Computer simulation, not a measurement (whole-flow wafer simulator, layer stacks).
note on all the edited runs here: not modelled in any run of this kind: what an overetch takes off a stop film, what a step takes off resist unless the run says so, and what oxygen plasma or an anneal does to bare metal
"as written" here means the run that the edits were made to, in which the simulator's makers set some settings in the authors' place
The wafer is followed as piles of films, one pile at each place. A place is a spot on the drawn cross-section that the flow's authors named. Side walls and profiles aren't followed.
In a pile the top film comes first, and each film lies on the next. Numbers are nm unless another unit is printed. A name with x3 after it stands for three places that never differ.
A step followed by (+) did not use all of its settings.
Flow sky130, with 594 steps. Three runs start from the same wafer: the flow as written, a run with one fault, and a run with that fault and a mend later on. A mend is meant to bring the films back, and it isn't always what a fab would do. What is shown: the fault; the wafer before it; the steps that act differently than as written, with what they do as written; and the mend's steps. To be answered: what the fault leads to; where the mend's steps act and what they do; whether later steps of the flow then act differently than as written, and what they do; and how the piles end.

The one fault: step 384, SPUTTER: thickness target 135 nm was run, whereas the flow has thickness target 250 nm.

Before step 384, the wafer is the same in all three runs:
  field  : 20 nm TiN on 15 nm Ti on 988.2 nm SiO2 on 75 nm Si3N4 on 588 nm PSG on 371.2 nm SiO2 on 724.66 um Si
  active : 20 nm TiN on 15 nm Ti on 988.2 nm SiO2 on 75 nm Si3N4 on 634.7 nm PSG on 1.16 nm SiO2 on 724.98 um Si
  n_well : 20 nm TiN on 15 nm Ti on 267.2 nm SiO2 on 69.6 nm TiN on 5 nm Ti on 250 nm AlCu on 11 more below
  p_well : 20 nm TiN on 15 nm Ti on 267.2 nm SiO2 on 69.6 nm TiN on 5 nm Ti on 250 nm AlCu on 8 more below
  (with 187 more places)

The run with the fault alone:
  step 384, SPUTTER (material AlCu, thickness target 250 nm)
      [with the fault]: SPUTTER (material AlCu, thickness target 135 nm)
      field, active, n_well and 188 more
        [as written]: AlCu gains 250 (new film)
        [with the fault]: AlCu gains 135 (new film)
  Steps later in the flow that act otherwise than as written:
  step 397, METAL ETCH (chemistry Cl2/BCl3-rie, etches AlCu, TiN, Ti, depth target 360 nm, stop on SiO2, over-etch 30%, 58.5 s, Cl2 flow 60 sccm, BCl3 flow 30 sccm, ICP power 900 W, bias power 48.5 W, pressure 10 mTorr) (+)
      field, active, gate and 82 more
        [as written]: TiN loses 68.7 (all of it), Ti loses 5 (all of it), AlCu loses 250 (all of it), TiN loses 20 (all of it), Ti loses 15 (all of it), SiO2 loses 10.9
        [with the fault]: TiN loses 68.7 (all of it), Ti loses 5 (all of it), AlCu loses 135 (all of it), TiN loses 20 (all of it), Ti loses 15 (all of it), SiO2 loses 22.4
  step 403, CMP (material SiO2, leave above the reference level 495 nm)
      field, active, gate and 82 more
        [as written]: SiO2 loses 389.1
        [with the fault]: SiO2 loses 492.6
  The piles end different from the flow's at field, active, n_well and 190 more by more than 2% or 0.5 nm, whichever is larger.
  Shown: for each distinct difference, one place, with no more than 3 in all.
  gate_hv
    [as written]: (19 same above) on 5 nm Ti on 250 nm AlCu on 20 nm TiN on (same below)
    [with the fault]: (19 same above) on 5 nm Ti on 135 nm AlCu on 20 nm TiN on (same below)
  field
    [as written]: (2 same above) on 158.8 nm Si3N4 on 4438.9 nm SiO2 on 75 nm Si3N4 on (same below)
    [with the fault]: (2 same above) on 158.8 nm Si3N4 on 4323.9 nm SiO2 on 75 nm Si3N4 on (same below)
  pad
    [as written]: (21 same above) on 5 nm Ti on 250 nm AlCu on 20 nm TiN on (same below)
    [with the fault]: (21 same above) on 5 nm Ti on 135 nm AlCu on 20 nm TiN on (same below)

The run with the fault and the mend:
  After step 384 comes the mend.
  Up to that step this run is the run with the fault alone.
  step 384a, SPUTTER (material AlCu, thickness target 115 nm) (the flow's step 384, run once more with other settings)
      field, active, n_well and 188 more
        AlCu gains 115
  Later steps of the flow that are run all act as written at every place that is followed.
  The piles end the same as the flow's at every place that both follow.
